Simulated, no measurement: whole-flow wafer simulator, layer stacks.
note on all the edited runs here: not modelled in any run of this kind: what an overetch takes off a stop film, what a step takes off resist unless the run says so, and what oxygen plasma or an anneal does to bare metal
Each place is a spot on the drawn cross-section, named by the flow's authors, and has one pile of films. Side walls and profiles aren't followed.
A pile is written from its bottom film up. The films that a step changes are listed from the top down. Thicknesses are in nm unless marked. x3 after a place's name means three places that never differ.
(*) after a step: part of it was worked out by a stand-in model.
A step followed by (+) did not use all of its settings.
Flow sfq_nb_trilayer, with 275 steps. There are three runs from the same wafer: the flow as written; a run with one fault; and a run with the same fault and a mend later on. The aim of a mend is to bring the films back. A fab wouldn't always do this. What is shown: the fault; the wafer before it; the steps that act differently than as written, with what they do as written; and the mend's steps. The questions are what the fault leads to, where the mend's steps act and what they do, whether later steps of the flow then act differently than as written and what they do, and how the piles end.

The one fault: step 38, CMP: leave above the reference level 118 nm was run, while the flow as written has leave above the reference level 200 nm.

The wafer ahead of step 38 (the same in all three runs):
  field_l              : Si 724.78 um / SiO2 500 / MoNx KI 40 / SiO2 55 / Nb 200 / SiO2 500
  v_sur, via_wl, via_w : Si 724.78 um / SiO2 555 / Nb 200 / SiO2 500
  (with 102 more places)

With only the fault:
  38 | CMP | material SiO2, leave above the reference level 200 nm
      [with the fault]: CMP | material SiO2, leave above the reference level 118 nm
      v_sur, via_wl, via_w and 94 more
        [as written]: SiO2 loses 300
        [with the fault]: SiO2 loses 382
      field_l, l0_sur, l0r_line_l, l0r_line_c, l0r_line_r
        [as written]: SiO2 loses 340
        [with the fault]: SiO2 loses 422
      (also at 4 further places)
  Steps later in the flow that act otherwise than as written (3 other steps are not shown; they differ only slightly, by no more than 2% or 0.5 nm, whichever is larger):
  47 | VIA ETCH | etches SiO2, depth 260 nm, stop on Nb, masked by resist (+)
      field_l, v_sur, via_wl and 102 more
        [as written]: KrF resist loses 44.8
        [with the fault]: KrF resist loses 30.5
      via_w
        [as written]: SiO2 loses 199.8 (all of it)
        [with the fault]: SiO2 loses 117.8 (all of it)
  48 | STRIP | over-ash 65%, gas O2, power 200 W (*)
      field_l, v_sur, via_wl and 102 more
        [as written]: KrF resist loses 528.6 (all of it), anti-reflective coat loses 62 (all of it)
        [with the fault]: KrF resist loses 543 (all of it), anti-reflective coat loses 62 (all of it)
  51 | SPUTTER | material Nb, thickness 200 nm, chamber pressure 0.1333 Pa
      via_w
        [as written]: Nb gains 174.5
        [with the fault]: Nb gains 190.9
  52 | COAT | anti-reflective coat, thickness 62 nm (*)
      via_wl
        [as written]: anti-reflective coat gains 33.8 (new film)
        [with the fault]: anti-reflective coat gains 38.7 (new film)
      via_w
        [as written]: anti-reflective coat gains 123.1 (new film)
        [with the fault]: anti-reflective coat gains 104.6 (new film)
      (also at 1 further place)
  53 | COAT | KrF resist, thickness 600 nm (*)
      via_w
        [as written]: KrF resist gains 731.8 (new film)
        [with the fault]: KrF resist gains 665.3 (new film)
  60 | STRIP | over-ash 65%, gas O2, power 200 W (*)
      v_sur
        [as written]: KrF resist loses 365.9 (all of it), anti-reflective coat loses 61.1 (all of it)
        [with the fault]: KrF resist loses 373.7 (all of it), anti-reflective coat loses 60.4 (all of it)
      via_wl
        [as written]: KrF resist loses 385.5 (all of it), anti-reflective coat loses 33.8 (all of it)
        [with the fault]: KrF resist loses 391 (all of it), anti-reflective coat loses 38.7 (all of it)
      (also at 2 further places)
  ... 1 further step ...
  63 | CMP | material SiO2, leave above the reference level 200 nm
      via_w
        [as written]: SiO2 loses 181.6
        [with the fault]: SiO2 loses 174
  The piles end different from the flow's at field_l, v_sur, via_wl and 103 more by more than 2% or 0.5 nm, whichever is larger.
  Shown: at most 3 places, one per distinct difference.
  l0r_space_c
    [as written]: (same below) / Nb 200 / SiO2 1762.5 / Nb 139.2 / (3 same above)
    [with the fault]: (same below) / Nb 200 / SiO2 1680.5 / Nb 139.2 / (3 same above)
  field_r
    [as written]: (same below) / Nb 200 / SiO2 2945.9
    [with the fault]: (same below) / Nb 200 / SiO2 2863.9
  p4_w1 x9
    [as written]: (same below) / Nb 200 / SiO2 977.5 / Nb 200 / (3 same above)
    [with the fault]: (same below) / Nb 200 / SiO2 895.5 / Nb 200 / (3 same above)

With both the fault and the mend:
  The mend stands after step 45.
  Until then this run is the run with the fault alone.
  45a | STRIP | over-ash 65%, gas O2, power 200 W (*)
      field_l, v_sur, via_wl and 102 more
        KrF resist loses 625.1 (all of it), anti-reflective coat loses 62 (all of it)
      via_w
        anti-reflective coat loses 62 (all of it)
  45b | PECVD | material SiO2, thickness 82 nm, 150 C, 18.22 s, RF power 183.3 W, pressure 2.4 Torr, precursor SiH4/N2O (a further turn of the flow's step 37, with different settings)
      field_l, v_sur, via_wl and 103 more
        SiO2 gains 82
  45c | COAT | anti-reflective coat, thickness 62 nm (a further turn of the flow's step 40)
      field_l, v_sur, via_wl and 103 more
        anti-reflective coat gains 62 (new film)
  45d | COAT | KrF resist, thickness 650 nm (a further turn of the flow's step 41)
      field_l, v_sur, via_wl and 103 more
        KrF resist gains 650 (new film)
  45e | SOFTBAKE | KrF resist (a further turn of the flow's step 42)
      does not change any film at any place that is followed
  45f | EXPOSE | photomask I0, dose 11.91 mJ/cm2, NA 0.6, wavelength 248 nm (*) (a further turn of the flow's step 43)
      does not change any film at any place that is followed
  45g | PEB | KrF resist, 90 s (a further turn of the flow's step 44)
      field_l, v_sur, via_wl and 103 more
        KrF resist loses 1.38
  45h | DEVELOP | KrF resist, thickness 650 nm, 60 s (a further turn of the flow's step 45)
      field_l, v_sur, via_wl and 102 more
        KrF resist loses 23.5
      via_w
        KrF resist loses 648.6 (all of it)
  Every later step of the flow that is run acts as written, at every place that is followed, to within 2% or 0.5 nm, whichever is larger.
  When the end is reached, the piles differ only a little from the flow's at the places that both follow, at most by 2% or 0.5 nm, whichever is larger.
